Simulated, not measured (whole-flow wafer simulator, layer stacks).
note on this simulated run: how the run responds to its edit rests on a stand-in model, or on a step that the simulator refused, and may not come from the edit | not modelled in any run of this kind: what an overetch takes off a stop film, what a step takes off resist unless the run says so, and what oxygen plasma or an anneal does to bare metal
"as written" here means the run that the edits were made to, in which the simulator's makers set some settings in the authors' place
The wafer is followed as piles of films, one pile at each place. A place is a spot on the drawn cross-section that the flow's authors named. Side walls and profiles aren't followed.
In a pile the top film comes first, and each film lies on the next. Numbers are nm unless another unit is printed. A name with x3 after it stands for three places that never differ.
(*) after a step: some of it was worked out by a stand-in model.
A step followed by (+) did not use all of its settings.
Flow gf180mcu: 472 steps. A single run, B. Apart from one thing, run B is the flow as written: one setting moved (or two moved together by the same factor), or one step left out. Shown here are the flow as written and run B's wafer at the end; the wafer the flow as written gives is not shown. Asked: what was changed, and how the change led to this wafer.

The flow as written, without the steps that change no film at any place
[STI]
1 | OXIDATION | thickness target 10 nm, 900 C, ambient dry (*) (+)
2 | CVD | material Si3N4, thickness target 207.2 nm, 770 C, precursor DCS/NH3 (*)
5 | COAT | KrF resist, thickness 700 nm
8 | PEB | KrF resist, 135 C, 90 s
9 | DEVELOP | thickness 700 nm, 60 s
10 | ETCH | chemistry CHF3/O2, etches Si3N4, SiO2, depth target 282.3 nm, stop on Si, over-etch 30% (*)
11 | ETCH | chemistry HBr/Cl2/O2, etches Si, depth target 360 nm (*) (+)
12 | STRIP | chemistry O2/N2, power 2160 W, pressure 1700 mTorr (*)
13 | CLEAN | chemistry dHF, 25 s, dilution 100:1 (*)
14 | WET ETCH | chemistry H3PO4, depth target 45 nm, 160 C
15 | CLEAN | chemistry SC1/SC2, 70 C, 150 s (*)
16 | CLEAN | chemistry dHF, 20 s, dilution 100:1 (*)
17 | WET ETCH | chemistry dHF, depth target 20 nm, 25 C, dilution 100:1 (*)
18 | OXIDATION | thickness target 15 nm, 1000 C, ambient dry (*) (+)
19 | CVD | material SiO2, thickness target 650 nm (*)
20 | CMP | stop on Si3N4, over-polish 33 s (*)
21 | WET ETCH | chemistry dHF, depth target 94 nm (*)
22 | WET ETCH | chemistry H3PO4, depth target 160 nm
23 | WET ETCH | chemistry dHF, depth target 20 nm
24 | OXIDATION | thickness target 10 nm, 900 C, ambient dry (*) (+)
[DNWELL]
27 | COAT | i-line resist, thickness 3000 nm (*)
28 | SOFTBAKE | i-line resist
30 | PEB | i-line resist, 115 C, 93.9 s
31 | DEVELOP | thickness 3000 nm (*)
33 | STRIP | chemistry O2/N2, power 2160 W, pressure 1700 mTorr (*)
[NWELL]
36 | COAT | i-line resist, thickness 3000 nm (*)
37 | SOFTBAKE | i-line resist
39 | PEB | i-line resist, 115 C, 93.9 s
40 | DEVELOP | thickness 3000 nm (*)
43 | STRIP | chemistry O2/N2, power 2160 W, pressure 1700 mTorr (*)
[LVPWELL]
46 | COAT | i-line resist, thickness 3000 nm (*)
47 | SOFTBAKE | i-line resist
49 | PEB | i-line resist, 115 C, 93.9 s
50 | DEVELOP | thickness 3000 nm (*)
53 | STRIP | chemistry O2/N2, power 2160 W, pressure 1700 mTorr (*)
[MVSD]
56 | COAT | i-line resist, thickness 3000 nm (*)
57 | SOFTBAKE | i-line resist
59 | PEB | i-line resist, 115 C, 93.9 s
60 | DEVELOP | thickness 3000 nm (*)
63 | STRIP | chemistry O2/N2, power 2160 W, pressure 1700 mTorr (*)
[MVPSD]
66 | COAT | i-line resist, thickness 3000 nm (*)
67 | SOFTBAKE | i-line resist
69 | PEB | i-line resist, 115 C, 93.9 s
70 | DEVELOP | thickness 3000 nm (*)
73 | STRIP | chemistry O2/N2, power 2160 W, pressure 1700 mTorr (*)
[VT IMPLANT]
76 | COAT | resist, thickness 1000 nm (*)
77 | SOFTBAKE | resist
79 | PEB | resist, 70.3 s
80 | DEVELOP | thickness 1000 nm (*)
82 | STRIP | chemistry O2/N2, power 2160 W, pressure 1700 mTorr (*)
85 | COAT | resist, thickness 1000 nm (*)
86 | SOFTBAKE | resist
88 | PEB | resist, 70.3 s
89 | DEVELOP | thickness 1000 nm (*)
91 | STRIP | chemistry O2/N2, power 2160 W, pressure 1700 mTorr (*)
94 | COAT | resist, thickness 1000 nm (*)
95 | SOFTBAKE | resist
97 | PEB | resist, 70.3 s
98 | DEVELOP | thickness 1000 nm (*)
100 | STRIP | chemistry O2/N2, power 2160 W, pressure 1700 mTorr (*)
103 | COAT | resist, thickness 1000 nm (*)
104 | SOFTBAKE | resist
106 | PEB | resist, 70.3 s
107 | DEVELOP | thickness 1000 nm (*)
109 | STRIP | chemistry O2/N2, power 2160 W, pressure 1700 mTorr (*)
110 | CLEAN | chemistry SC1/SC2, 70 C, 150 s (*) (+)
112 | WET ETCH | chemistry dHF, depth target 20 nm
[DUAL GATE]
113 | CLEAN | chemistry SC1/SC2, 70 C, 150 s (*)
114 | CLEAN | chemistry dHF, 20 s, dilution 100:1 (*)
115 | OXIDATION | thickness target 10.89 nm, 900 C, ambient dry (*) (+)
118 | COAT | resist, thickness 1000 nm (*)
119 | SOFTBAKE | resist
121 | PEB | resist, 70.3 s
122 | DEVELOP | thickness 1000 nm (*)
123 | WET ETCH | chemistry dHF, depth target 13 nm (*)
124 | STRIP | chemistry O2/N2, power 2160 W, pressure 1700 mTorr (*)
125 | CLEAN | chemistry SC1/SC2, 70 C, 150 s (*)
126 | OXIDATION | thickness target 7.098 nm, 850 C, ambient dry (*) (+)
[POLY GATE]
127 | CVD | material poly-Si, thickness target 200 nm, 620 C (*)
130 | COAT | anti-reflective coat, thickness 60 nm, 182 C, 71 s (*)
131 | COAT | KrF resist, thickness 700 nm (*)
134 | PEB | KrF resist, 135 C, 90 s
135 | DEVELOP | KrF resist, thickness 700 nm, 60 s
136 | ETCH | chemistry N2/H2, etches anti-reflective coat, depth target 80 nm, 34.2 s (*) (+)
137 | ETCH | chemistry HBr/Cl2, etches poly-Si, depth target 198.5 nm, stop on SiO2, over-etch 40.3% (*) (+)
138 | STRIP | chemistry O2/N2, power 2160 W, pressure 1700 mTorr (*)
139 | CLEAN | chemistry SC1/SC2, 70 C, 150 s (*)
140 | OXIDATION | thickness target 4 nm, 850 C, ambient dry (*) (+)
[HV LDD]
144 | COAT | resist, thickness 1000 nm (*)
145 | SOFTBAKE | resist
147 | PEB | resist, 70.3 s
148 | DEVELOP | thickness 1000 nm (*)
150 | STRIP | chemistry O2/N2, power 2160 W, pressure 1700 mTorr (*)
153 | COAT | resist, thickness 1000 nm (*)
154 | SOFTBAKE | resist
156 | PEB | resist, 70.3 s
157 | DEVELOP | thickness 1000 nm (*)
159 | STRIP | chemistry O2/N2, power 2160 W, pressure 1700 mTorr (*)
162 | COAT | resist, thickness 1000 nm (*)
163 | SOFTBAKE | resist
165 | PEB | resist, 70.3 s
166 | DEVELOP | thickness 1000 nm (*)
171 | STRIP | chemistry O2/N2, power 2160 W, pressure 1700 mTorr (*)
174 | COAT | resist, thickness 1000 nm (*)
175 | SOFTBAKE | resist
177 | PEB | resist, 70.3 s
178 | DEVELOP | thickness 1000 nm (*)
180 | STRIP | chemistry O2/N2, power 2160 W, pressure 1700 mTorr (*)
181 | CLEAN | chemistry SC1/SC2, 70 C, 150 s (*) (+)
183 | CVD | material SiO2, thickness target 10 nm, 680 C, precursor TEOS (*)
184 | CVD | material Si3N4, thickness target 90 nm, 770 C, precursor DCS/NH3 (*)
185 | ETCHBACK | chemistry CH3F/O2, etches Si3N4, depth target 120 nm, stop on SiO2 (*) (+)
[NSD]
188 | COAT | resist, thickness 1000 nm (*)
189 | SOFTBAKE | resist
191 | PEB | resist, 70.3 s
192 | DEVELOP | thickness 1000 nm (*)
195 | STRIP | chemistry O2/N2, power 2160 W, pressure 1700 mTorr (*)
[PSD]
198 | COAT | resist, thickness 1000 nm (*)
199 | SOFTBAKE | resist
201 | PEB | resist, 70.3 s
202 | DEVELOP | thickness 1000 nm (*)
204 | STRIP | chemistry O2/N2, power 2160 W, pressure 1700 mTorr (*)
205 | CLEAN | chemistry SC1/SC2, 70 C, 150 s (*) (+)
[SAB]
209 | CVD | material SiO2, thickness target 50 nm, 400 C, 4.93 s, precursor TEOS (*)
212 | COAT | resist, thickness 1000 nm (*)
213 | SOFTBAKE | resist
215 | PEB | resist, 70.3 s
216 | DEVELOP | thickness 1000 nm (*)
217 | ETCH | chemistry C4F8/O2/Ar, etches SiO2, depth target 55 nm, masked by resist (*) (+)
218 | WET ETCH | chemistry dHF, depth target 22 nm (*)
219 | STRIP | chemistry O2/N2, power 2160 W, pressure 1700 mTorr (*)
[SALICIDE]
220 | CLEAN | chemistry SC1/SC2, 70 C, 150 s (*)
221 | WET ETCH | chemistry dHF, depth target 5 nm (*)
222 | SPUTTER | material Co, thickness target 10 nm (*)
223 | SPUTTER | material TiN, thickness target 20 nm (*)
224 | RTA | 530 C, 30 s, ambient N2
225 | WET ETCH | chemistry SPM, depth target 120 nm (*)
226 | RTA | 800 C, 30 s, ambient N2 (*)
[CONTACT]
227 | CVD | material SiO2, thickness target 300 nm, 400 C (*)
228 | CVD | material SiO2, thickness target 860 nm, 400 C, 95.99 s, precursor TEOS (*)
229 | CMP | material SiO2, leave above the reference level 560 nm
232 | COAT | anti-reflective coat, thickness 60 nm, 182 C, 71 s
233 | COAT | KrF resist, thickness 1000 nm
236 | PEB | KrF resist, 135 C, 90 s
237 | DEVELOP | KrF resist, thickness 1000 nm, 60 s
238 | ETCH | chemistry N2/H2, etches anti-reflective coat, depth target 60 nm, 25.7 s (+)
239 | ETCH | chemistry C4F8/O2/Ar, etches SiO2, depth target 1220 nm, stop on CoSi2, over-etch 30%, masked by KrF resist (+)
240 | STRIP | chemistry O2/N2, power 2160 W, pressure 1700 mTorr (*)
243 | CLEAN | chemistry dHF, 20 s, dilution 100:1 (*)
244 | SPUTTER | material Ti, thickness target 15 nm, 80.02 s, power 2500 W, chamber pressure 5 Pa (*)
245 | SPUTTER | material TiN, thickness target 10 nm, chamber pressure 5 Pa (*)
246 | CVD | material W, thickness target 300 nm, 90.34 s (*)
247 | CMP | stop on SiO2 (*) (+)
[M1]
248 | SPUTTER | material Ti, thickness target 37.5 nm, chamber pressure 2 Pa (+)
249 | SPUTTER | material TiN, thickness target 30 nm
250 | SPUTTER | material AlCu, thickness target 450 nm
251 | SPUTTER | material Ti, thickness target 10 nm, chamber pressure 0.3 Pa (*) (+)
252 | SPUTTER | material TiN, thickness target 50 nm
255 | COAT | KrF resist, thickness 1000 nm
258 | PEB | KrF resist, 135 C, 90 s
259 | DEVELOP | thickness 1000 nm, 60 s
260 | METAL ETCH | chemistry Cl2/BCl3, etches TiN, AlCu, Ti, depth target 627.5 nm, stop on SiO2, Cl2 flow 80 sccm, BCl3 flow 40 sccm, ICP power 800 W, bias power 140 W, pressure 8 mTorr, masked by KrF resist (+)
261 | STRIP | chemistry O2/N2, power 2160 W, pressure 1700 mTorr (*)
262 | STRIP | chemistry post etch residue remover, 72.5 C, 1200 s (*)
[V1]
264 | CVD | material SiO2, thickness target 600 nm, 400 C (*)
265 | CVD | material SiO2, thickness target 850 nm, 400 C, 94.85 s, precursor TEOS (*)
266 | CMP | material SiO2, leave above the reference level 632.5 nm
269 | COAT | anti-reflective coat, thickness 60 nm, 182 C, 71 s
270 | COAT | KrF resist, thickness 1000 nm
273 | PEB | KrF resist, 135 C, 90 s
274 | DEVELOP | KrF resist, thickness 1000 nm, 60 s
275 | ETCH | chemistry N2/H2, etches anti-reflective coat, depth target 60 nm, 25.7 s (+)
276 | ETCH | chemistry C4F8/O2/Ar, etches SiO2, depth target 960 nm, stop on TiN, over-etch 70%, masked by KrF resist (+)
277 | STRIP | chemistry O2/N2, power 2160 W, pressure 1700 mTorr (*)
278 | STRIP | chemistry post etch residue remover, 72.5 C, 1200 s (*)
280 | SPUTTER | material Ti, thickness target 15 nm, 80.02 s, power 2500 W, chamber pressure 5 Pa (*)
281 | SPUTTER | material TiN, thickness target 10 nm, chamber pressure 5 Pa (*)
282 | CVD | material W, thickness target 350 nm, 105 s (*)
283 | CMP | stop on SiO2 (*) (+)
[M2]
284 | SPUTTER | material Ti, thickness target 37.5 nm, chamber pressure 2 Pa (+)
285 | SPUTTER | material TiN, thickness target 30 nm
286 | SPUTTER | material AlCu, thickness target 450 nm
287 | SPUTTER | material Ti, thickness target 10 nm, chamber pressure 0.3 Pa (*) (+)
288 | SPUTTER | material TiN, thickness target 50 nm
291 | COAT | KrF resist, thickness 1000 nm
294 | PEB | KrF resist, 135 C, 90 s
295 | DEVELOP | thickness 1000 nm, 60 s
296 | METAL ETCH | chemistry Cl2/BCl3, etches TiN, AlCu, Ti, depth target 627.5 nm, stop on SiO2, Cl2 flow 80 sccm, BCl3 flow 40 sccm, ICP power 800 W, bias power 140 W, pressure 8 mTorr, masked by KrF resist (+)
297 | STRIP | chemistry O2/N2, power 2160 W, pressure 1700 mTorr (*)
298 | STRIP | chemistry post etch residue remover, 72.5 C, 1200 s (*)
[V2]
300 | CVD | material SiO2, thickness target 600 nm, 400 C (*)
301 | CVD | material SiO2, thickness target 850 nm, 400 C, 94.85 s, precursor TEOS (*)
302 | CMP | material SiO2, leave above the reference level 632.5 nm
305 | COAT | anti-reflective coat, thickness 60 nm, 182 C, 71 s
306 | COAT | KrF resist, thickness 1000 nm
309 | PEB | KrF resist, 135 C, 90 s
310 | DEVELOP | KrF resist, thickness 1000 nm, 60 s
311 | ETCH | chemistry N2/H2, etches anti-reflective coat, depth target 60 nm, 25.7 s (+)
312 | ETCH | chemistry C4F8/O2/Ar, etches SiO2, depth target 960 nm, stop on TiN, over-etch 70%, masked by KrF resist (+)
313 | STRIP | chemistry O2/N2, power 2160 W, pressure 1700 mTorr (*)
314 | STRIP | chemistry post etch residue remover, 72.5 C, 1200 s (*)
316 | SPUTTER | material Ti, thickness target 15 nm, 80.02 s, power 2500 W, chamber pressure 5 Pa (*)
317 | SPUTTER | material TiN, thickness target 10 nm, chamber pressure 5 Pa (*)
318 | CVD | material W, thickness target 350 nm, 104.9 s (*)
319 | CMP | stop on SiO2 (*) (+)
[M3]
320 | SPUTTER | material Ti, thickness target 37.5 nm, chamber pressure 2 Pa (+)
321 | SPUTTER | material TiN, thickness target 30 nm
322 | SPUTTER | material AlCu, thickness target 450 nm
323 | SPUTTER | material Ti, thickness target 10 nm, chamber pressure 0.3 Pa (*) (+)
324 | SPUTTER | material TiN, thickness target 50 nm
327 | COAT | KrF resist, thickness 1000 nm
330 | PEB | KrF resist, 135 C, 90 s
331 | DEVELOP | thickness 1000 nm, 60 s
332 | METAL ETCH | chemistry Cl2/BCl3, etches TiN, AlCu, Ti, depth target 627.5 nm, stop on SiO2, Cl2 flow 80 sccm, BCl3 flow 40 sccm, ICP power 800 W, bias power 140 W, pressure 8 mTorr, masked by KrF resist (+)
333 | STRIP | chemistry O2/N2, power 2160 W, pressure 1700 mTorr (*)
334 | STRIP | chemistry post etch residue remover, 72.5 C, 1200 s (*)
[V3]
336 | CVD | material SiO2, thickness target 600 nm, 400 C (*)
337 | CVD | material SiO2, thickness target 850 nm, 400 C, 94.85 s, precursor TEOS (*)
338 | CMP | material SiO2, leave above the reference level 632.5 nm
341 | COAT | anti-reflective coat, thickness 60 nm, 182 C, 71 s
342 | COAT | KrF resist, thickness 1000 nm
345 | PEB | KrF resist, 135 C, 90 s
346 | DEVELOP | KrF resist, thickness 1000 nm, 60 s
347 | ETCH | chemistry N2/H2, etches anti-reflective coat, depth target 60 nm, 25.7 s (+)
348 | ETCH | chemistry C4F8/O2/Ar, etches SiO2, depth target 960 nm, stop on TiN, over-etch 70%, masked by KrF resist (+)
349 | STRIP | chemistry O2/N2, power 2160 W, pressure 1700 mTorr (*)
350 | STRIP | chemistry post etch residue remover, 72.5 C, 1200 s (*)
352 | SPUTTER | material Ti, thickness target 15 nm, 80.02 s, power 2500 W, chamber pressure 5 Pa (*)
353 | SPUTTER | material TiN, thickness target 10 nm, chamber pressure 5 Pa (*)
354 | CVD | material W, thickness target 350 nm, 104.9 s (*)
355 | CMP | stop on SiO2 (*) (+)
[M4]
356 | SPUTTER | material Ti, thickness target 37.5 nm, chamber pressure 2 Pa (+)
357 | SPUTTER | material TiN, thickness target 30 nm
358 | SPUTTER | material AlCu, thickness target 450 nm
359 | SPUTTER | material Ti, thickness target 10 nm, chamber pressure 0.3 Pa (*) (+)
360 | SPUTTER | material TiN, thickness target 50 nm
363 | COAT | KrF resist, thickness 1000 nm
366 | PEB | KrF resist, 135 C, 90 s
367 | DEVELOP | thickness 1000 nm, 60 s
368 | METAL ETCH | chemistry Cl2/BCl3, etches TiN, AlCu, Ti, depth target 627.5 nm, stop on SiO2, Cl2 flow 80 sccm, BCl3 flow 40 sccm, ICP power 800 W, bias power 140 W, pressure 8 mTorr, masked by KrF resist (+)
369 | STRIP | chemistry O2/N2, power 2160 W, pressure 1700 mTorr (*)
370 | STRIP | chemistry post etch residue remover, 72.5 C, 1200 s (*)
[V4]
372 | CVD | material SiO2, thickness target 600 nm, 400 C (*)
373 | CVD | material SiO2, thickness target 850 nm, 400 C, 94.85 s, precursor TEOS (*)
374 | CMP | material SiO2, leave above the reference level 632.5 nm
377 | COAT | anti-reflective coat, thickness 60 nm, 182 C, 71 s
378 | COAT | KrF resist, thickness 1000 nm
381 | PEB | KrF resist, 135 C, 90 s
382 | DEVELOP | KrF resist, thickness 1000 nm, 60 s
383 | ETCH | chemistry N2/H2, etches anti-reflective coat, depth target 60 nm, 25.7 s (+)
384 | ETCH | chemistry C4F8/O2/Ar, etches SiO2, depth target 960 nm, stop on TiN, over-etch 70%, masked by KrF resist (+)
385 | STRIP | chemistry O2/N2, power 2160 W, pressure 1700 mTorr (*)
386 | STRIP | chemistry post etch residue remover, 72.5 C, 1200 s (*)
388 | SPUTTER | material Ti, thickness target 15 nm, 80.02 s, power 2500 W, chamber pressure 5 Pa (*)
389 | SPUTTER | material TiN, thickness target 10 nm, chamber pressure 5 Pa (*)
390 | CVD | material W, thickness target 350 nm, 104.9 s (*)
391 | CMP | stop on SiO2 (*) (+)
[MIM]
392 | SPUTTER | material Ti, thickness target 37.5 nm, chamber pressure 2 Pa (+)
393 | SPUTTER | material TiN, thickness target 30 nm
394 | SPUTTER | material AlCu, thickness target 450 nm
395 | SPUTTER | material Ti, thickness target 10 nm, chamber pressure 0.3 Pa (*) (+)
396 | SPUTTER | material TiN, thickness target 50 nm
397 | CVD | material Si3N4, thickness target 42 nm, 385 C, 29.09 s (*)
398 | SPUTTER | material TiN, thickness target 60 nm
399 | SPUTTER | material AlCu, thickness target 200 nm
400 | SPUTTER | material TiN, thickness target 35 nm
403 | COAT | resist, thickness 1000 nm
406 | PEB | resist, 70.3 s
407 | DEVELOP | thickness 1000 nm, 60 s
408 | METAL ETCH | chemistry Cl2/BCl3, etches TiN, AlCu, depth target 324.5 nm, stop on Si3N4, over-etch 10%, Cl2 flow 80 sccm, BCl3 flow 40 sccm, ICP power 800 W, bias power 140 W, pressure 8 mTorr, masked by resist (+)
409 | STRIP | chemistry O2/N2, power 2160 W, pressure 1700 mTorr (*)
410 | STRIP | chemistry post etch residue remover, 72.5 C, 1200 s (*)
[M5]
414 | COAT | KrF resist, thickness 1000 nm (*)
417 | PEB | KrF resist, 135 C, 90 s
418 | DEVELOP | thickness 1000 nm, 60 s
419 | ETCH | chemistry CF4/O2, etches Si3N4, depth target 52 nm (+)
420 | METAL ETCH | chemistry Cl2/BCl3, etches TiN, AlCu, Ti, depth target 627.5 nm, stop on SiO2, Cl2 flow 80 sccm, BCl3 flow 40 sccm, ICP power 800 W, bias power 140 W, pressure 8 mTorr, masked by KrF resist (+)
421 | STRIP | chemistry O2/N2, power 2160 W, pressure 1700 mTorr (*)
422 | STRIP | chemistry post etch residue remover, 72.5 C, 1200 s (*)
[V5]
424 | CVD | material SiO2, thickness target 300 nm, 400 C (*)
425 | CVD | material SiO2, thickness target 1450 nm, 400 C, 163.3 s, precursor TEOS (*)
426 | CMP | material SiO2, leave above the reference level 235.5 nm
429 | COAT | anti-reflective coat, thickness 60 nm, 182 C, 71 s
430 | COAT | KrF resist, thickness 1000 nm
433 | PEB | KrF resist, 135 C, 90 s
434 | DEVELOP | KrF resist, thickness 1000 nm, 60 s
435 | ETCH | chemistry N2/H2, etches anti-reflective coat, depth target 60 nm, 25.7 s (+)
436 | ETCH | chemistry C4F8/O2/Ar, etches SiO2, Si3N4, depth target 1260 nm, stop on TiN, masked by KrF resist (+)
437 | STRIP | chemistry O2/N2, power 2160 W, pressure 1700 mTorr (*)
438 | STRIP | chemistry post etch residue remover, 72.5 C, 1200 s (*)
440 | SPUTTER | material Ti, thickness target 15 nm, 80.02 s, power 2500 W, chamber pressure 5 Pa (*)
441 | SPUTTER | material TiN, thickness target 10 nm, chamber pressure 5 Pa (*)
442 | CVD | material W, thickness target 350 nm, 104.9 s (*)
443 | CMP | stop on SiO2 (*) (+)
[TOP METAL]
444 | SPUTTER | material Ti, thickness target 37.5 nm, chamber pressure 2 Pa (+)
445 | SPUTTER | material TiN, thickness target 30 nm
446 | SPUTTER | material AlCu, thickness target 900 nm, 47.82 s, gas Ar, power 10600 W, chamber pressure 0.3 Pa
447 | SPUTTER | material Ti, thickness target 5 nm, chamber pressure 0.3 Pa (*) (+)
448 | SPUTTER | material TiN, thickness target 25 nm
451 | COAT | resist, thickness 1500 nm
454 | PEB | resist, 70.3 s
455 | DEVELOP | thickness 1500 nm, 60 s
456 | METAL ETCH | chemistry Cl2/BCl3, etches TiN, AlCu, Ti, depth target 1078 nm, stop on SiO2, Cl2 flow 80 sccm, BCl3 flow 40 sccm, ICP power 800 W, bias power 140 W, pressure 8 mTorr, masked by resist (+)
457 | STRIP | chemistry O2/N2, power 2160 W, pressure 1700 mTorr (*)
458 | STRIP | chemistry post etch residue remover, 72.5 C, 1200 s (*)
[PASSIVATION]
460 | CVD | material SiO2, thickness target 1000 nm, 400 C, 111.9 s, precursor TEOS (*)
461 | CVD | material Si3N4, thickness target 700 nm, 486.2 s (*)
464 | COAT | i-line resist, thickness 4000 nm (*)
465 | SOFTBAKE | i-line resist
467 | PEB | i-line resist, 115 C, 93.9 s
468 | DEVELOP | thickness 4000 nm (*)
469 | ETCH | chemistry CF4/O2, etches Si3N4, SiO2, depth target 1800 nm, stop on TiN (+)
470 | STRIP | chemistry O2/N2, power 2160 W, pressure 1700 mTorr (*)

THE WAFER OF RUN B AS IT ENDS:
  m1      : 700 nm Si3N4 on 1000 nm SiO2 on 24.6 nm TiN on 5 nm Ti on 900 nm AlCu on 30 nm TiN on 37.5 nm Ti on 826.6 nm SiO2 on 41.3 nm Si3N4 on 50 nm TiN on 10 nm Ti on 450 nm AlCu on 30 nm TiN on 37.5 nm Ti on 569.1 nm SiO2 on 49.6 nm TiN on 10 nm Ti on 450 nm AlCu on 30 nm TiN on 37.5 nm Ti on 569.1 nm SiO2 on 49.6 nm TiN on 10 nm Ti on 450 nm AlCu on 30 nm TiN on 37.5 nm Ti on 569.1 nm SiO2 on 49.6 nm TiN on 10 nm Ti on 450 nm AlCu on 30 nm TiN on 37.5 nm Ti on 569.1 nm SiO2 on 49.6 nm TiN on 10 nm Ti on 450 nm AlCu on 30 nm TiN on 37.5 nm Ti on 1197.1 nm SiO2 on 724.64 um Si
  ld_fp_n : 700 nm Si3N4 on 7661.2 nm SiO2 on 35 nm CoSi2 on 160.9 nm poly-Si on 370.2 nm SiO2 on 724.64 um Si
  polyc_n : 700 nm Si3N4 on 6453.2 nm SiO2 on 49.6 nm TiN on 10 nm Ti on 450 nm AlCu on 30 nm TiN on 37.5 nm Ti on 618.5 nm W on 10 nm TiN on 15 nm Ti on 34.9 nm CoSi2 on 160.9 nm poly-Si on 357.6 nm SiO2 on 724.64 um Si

What caused this: step 112, WET ETCH: depth target 29.8 nm was run, though the flow has depth target 20 nm.

Step by step, how the change led to this:
  112 | WET ETCH | chemistry dHF, depth target 20 nm
      field, field__w2, field__w3 and 43 more: SiO2 loses 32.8 (it would be, as written: SiO2 loses 22)
  119 | SOFTBAKE | resist
      gate_p_hv: resist gains 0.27 (it would be, as written: resist gains 0.83)
      iso_ptap_sub: resist gains 0.55 (it would be, as written: resist gains 1.06)
  130 | COAT | anti-reflective coat, thickness 60 nm, 182 C, 71 s (*)
      p_well, spacer, sd_n: anti-reflective coat gains 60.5 (new film) (it would be, as written: anti-reflective coat gains 70.9 (new film))
      ldn_ch, ldp_ch: anti-reflective coat gains 63 (new film) (it would be, as written: anti-reflective coat gains 66.7 (new film))
      (and at 70 other places as well)
  136 | ETCH | chemistry N2/H2, etches anti-reflective coat, depth target 80 nm, 34.2 s (*) (+)
      p_well, spacer, sd_n: anti-reflective coat loses 60.5 (all of it), poly-Si loses 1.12 (it would be, as written: anti-reflective coat loses 70.9 (all of it), poly-Si loses 0.85)
      ldn_drn, ldp_src: anti-reflective coat loses 63.5 (all of it), poly-Si loses 1.04 (it would be, as written: anti-reflective coat loses 67.9 (all of it), poly-Si loses 0.93)
      (and at 49 other places as well)
  138 | STRIP | chemistry O2/N2, power 2160 W, pressure 1700 mTorr (*)
      gate: chemical SiO2 gains 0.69 (new film), KrF resist loses 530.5 (all of it), anti-reflective coat loses 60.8 (all of it), poly-Si loses 0.3 (it would be, as written: chemical SiO2 gains 0.68 (new film), KrF resist loses 531.7 (all of it), anti-reflective coat loses 65.5 (all of it), poly-Si loses 0.3)
      gate_hv: chemical SiO2 gains 0.69 (new film), KrF resist loses 525.9 (all of it), anti-reflective coat loses 59.4 (all of it), poly-Si loses 0.3 (it would be, as written: chemical SiO2 gains 0.68 (new film), KrF resist loses 528.4 (all of it), anti-reflective coat loses 61 (all of it), poly-Si loses 0.3)
      (and at 19 other places as well)
  144 | COAT | resist, thickness 1000 nm (*)
      field__w6: resist gains 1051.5 (new film) (it would be, as written: resist gains 1022.5 (new film))
  145 | SOFTBAKE | resist
      field: resist gains 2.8 (it would be, as written: resist loses 0.3)
      nw_enc_fld_lv__w3: resist loses 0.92 (it would be, as written: resist gains 2.63)
      (and at 5 other places as well)
  147 | PEB | resist, 70.3 s
      field__w6: resist loses 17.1 (it would be, as written: resist loses 16.3)
  150 | STRIP | chemistry O2/N2, power 2160 W, pressure 1700 mTorr (*)
      field__w6: resist loses 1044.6 (all of it) (it would be, as written: resist loses 1012.2 (all of it))
  153 | COAT | resist, thickness 1000 nm (*)
      field__w6: resist gains 1051.5 (new film) (it would be, as written: resist gains 1022.5 (new film))
  154 | SOFTBAKE | resist
      field: resist gains 2.8 (it would be, as written: resist loses 0.3)
      nw_enc_fld_lv__w3: resist loses 0.92 (it would be, as written: resist gains 2.63)
      (and at 5 other places as well)
  156 | PEB | resist, 70.3 s
      field__w6: resist loses 17.1 (it would be, as written: resist loses 16.3)
  159 | STRIP | chemistry O2/N2, power 2160 W, pressure 1700 mTorr (*)
      field__w6: resist loses 1044.6 (all of it) (it would be, as written: resist loses 1012.2 (all of it))
  162 | COAT | resist, thickness 1000 nm (*)
      field__w6: resist gains 1051.5 (new film) (it would be, as written: resist gains 1022.5 (new film))
  163 | SOFTBAKE | resist
      field: resist gains 2.8 (it would be, as written: resist loses 0.3)
      nw_enc_fld_lv__w3: resist loses 0.92 (it would be, as written: resist gains 2.63)
      (and at 5 other places as well)
  165 | PEB | resist, 70.3 s
      field__w6: resist loses 17.1 (it would be, as written: resist loses 16.3)
  ... 11 other steps ...
  229 | CMP | material SiO2, leave above the reference level 560 nm
      ldn_sep__w1, ldn_dft, ldn_out, ldp_sep__w1, ldp_sep__w2, ldp_dft, ldp_fld__w2: SiO2 loses 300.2 (it would be, as written: SiO2 loses 311)
      sti, mim_1p0, pad, dice_street, iso_nw_fld, iso_fld_sub: SiO2 loses 286.1 (it would be, as written: SiO2 loses 296.8)
      (and at 52 other places as well)
